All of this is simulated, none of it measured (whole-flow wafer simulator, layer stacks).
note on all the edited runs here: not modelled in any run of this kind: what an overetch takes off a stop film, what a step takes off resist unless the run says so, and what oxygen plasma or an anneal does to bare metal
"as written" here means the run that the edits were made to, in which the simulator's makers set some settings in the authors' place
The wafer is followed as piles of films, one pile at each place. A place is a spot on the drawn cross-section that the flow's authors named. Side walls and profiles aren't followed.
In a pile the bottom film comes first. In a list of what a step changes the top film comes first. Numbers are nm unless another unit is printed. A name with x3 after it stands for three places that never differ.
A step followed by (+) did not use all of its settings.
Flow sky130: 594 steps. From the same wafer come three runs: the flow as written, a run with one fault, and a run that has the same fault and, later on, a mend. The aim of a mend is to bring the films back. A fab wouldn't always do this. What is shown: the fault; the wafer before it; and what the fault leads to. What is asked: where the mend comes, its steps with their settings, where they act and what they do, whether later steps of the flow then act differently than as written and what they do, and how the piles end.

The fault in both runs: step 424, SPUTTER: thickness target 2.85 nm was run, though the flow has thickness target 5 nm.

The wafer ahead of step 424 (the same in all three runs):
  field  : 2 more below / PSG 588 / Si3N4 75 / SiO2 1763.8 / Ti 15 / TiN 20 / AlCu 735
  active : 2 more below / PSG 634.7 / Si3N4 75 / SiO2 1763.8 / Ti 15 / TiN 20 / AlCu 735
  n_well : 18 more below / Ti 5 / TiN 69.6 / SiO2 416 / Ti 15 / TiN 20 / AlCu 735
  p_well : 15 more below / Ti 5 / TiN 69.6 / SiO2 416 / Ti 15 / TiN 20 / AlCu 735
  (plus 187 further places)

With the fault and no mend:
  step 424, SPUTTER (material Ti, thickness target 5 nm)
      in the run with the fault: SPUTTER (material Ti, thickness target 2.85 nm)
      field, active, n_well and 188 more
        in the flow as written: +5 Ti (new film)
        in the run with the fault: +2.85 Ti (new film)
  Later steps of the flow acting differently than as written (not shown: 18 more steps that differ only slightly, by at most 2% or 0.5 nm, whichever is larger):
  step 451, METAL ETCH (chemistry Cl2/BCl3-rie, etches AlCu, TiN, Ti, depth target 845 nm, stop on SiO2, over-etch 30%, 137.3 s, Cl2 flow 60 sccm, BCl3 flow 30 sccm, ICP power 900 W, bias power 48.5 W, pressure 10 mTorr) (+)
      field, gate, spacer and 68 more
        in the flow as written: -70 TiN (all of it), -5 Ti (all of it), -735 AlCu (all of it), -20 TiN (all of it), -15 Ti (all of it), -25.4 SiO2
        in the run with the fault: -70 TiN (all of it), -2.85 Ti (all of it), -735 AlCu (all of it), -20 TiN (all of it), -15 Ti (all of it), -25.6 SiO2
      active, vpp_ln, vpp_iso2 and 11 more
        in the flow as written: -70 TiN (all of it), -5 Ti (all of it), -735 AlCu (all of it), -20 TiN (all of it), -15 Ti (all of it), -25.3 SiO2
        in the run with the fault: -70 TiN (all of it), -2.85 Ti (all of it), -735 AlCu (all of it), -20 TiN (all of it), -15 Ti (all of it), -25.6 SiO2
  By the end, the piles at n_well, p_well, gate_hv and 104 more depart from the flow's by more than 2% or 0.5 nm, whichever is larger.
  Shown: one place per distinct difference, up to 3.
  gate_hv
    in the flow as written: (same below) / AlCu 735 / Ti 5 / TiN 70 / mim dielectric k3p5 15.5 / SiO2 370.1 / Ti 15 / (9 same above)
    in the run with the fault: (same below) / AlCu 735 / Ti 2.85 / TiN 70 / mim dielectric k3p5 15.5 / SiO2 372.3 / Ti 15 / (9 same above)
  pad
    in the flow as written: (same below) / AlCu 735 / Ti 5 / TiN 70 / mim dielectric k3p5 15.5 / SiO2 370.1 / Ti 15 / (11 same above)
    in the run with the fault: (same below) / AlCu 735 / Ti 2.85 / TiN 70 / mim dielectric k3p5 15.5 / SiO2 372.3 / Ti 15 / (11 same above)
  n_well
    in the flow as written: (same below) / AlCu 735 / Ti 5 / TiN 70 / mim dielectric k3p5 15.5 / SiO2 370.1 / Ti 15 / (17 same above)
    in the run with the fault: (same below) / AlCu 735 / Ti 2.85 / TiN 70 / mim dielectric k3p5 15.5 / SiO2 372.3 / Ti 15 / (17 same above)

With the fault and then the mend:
  The mend follows step 424.
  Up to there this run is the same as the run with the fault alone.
  step 424a, SPUTTER (material Ti, thickness target 2.15 nm) (the flow's step 424, run once more with other settings)
      field, active, n_well and 188 more
        +2.15 Ti
  None of the later steps of the flow acts differently than as written at any place that is followed.
  By the end, the piles equal the flow's at every place that both follow.
